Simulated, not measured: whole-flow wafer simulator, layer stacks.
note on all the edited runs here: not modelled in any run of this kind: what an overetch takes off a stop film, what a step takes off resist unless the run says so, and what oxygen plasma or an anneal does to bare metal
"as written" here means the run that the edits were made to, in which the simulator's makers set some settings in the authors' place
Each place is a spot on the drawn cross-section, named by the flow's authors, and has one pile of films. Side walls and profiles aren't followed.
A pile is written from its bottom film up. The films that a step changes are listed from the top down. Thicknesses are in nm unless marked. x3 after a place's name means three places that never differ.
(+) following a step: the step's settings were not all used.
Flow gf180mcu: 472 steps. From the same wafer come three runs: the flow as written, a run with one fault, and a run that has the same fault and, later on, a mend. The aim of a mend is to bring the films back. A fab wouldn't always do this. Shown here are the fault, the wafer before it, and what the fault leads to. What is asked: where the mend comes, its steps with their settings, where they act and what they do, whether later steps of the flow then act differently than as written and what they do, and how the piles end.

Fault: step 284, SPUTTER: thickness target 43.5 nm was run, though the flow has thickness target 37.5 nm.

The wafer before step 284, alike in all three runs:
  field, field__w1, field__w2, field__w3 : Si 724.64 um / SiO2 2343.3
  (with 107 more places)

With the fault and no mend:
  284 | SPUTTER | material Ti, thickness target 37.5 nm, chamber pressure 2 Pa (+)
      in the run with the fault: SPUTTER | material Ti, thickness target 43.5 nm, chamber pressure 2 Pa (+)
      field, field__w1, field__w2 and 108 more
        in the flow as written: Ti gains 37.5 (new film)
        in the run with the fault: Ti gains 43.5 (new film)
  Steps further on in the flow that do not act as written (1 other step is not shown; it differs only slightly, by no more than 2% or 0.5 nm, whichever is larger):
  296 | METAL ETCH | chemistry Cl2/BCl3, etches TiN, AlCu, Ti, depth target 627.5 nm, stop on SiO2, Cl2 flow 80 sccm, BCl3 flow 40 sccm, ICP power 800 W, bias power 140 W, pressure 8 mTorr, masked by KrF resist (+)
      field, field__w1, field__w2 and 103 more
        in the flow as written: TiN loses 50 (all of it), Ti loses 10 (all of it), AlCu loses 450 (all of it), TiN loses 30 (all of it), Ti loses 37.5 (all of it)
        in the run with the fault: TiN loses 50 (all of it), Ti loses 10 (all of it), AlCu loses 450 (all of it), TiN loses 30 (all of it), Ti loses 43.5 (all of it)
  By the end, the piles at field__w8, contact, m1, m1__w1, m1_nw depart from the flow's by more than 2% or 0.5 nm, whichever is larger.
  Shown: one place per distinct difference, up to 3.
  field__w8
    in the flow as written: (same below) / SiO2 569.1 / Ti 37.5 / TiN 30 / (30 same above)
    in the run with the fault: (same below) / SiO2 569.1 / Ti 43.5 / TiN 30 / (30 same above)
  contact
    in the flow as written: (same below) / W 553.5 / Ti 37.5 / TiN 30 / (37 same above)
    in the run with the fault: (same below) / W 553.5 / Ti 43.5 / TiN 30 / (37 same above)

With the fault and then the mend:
  The mend follows step 284.
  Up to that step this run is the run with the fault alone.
  284a | METAL ETCH | chemistry Cl2/BCl3, etches TiN, AlCu, Ti, depth target 6 nm, Cl2 flow 80 sccm, BCl3 flow 40 sccm, ICP power 800 W, bias power 140 W, pressure 8 mTorr (the flow's step 260, run once more with other settings)
      field, field__w1, field__w2 and 108 more
        Ti loses 6
  Later steps of the flow that are run all act as written at every place that is followed.
  At every place that both follow, the piles at the end match the flow's.
